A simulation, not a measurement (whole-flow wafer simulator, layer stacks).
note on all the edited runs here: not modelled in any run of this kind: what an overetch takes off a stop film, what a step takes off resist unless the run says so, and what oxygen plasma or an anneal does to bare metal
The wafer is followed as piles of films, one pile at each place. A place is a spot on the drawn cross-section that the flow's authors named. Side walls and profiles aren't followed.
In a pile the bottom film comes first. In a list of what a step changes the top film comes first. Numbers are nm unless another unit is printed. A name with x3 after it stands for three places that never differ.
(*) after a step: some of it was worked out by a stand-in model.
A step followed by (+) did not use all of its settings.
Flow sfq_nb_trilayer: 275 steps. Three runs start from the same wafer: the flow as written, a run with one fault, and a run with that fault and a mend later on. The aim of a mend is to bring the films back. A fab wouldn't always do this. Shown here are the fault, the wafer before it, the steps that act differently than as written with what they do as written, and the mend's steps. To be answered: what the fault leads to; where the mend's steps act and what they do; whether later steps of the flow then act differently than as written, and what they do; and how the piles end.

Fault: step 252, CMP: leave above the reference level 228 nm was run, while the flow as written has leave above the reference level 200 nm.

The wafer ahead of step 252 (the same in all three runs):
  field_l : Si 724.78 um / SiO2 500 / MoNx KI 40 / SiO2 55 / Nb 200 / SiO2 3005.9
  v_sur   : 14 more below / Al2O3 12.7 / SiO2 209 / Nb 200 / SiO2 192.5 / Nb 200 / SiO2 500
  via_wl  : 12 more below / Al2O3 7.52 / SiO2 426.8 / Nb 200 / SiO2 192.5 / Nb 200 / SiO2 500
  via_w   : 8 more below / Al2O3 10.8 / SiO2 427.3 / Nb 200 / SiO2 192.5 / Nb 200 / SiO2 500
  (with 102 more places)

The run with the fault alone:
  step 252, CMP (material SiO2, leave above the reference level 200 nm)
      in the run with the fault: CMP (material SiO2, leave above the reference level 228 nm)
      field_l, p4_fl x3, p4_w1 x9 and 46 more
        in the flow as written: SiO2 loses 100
        in the run with the fault: SiO2 loses 72
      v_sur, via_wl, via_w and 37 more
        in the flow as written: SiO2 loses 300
        in the run with the fault: SiO2 loses 272
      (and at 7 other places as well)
  Steps later in the flow that act otherwise than as written (not shown: 3 more steps that differ only slightly, by at most 2% or 0.5 nm, whichever is larger):
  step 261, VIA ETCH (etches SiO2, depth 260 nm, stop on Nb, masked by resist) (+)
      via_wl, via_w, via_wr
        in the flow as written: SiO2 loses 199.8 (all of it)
        in the run with the fault: SiO2 loses 227.8 (all of it)
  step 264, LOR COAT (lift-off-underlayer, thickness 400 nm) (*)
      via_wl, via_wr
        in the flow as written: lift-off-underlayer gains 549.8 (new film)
        in the run with the fault: lift-off-underlayer gains 570.7 (new film)
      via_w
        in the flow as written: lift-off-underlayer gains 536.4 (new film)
        in the run with the fault: lift-off-underlayer gains 555.5 (new film)
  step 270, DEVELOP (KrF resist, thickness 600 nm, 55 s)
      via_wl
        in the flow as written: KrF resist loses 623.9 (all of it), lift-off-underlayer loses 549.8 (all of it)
        in the run with the fault: KrF resist loses 627.4 (all of it), lift-off-underlayer loses 570.7 (all of it)
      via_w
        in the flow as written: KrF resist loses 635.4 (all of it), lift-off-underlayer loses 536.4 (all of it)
        in the run with the fault: KrF resist loses 640.6 (all of it), lift-off-underlayer loses 555.5 (all of it)
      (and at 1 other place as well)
  The piles end different from the flow's at v_sur, via_sp, via_v and 65 more by more than 2% or 0.5 nm, whichever is larger.
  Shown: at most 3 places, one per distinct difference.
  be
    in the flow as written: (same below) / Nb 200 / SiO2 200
    in the run with the fault: (same below) / Nb 200 / SiO2 228
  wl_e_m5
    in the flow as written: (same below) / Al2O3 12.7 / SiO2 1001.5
    in the run with the fault: (same below) / Al2O3 12.7 / SiO2 1029.5
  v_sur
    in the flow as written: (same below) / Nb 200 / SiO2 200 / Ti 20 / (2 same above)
    in the run with the fault: (same below) / Nb 200 / SiO2 228 / Ti 20 / (2 same above)

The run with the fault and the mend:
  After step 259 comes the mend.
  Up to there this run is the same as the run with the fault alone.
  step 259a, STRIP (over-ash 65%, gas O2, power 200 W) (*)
      field_l, v_sur, via_sp and 100 more
        KrF resist loses 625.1 (all of it), anti-reflective coat loses 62 (all of it)
      via_wl, via_w, via_wr
        anti-reflective coat loses 62 (all of it)
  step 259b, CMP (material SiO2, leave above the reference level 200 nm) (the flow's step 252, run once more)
      field_l, v_sur, via_wl and 103 more
        SiO2 loses 28
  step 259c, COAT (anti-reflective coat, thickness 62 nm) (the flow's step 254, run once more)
      field_l, v_sur, via_wl and 103 more
        anti-reflective coat gains 62 (new film)
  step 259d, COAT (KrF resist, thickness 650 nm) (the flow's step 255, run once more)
      field_l, v_sur, via_wl and 103 more
        KrF resist gains 650 (new film)
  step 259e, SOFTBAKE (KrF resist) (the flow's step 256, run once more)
      alters no film at any place that is followed
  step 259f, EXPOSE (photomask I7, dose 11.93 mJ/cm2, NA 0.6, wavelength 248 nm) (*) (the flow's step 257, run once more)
      alters no film at any place that is followed
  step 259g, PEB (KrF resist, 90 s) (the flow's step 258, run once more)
      field_l, v_sur, via_wl and 103 more
        KrF resist loses 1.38
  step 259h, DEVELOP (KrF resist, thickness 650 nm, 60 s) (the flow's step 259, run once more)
      field_l, v_sur, via_sp and 100 more
        KrF resist loses 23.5
      via_wl, via_w, via_wr
        KrF resist loses 648.6 (all of it)
  Every later step of the flow that is run acts as written at every place that is followed.
  At every place that both follow, the piles at the end match the flow's.
